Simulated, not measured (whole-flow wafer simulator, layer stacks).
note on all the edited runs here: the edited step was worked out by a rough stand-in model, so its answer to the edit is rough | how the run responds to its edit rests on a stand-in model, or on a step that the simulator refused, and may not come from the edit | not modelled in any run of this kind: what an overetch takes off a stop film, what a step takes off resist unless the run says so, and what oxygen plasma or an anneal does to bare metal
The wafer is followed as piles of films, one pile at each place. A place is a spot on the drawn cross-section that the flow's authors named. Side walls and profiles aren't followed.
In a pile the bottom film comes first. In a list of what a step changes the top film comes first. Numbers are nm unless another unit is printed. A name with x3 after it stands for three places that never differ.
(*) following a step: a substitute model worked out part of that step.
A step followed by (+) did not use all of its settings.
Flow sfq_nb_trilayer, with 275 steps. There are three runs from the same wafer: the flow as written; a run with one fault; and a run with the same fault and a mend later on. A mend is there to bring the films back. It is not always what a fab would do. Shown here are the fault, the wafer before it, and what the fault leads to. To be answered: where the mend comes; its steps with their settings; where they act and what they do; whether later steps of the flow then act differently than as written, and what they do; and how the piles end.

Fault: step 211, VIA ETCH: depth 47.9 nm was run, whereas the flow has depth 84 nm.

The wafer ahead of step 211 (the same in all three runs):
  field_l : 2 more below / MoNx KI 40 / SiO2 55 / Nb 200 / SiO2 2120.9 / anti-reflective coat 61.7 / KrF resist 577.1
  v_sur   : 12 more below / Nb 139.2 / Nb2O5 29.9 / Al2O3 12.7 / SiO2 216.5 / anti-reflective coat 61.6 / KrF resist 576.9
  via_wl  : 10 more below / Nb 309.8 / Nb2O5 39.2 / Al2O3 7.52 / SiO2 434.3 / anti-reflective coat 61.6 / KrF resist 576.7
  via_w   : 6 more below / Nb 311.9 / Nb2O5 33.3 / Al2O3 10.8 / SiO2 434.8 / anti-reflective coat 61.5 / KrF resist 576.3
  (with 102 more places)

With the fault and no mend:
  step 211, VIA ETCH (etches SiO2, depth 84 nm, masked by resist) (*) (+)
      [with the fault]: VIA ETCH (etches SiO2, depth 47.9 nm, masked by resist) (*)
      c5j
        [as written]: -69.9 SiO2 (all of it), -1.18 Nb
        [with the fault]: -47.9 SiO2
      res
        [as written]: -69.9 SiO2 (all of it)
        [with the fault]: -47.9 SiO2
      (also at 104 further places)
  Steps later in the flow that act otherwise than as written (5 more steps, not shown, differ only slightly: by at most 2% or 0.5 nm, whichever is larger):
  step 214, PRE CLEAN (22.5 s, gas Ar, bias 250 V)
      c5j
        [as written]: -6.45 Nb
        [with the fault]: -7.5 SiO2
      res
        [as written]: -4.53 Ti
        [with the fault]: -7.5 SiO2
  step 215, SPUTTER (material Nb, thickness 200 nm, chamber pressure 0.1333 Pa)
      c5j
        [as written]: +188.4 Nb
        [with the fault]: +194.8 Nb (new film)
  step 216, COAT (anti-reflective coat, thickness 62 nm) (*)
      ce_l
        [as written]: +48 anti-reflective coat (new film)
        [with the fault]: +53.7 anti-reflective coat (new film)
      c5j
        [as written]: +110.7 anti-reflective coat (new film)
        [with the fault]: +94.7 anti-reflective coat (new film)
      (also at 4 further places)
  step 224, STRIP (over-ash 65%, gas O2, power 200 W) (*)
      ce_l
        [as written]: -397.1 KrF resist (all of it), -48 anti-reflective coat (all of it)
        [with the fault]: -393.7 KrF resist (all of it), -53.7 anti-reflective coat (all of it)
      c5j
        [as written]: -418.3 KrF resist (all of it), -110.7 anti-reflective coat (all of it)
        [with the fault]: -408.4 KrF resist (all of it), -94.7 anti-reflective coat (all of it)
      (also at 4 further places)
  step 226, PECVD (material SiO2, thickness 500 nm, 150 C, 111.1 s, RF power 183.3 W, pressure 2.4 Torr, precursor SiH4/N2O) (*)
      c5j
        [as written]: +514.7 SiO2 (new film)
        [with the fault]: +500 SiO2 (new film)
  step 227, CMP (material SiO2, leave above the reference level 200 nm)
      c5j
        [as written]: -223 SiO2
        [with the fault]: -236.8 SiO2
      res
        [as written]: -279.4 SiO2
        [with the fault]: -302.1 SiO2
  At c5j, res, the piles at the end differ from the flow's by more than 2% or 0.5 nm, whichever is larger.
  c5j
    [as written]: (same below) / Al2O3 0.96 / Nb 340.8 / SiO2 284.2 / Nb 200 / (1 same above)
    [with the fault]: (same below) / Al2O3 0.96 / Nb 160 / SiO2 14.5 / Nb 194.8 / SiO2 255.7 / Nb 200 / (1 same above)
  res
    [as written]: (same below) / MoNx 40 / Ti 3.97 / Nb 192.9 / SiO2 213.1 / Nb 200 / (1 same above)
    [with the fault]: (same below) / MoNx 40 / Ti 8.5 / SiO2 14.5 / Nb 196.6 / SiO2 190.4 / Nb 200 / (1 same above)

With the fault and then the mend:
  The mend follows step 211.
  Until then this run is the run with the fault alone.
  step 211a, VIA ETCH (etches SiO2, depth 36.1 nm, masked by resist) (*) (+) (a further turn of the flow's step 211, with different settings)
      field_l, v_sur, via_wl and 101 more
        -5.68 KrF resist
      c5j
        -22 SiO2 (all of it), -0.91 Nb
      res
        -22 SiO2 (all of it)
  Later steps of the flow that are run all act as written at every place that is followed, up to a difference of at most 2% or 0.5 nm, whichever is larger.
  At the end the piles are close to the flow's at the places that both follow, differing by at most 2% or 0.5 nm, whichever is larger.
